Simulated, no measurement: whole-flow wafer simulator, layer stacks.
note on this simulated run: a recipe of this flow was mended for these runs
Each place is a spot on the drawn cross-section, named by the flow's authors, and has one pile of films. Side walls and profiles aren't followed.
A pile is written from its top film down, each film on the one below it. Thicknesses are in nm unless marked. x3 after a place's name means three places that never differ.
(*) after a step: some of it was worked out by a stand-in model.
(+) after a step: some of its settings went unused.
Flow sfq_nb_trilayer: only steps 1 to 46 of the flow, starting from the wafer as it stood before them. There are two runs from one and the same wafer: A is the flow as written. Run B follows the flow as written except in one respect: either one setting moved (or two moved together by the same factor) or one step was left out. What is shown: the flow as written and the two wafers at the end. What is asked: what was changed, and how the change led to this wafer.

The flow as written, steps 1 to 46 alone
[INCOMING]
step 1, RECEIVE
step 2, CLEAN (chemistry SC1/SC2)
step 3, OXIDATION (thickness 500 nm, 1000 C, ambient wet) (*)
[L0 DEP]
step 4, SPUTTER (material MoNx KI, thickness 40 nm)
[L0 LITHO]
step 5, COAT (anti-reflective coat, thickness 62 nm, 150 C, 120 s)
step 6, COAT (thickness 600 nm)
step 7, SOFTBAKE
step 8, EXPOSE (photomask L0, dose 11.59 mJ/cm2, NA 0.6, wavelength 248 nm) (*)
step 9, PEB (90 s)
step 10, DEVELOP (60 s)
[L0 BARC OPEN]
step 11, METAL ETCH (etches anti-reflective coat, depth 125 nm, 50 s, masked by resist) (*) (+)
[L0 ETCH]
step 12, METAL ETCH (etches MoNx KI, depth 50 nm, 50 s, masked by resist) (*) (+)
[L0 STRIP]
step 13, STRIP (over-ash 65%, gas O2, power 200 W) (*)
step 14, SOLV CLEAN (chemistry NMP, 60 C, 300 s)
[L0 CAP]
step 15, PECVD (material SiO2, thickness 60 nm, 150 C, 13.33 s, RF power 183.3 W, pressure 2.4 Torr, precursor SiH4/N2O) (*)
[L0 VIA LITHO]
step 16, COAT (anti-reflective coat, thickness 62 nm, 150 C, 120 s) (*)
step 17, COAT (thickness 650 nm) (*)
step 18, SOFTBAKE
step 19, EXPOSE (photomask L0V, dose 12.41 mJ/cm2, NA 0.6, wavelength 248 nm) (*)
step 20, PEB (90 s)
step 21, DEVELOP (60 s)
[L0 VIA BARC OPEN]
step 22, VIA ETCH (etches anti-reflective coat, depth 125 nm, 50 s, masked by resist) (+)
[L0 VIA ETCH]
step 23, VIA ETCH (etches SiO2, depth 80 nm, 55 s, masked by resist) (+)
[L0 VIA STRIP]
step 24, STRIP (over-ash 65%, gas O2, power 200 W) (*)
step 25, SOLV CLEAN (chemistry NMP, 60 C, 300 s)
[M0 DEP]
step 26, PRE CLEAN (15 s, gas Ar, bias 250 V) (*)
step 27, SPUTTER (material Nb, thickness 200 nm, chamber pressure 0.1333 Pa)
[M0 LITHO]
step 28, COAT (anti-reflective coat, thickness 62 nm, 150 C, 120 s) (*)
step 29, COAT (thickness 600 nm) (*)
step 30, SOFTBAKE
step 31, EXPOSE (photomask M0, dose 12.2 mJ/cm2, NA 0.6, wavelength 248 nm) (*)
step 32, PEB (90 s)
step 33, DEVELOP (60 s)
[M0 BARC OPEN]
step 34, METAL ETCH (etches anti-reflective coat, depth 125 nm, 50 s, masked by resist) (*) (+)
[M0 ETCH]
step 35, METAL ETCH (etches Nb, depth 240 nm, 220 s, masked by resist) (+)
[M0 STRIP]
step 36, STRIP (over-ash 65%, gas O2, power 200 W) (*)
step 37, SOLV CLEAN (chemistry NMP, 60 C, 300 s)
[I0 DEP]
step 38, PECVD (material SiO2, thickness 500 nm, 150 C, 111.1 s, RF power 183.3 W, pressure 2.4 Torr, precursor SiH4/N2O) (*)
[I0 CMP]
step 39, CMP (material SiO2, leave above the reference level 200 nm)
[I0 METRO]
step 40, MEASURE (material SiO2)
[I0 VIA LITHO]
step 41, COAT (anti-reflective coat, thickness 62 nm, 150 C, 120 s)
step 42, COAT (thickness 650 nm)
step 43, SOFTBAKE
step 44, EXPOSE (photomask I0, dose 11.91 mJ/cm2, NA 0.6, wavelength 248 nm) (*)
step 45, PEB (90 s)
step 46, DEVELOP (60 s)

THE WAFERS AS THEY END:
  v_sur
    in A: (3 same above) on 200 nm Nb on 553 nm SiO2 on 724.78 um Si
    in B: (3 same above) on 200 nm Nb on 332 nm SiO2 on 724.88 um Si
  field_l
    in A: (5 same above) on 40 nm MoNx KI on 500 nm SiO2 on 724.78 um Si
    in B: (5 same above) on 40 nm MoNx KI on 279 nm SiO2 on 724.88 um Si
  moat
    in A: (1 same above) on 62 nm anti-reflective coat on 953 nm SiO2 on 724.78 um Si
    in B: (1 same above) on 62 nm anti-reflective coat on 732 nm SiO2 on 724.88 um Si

Cause: step 3, OXIDATION: thickness 279 nm was run, whereas the flow has thickness 500 nm.
One can read it off the wafer: field_l has SiO2 279, and step 3 as written asks for 500 nm.

The path from the change to this, step by step:
  step 3, OXIDATION (thickness 500 nm, 1000 C, ambient wet) (*)
      field_l, v_sur, via_wl and 103 more: A SiO2 gains 500 (new film), chemical SiO2 loses 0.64 (all of it), Si loses 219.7 | B SiO2 gains 279 (new film), chemical SiO2 loses 0.64 (all of it), Si loses 122.5
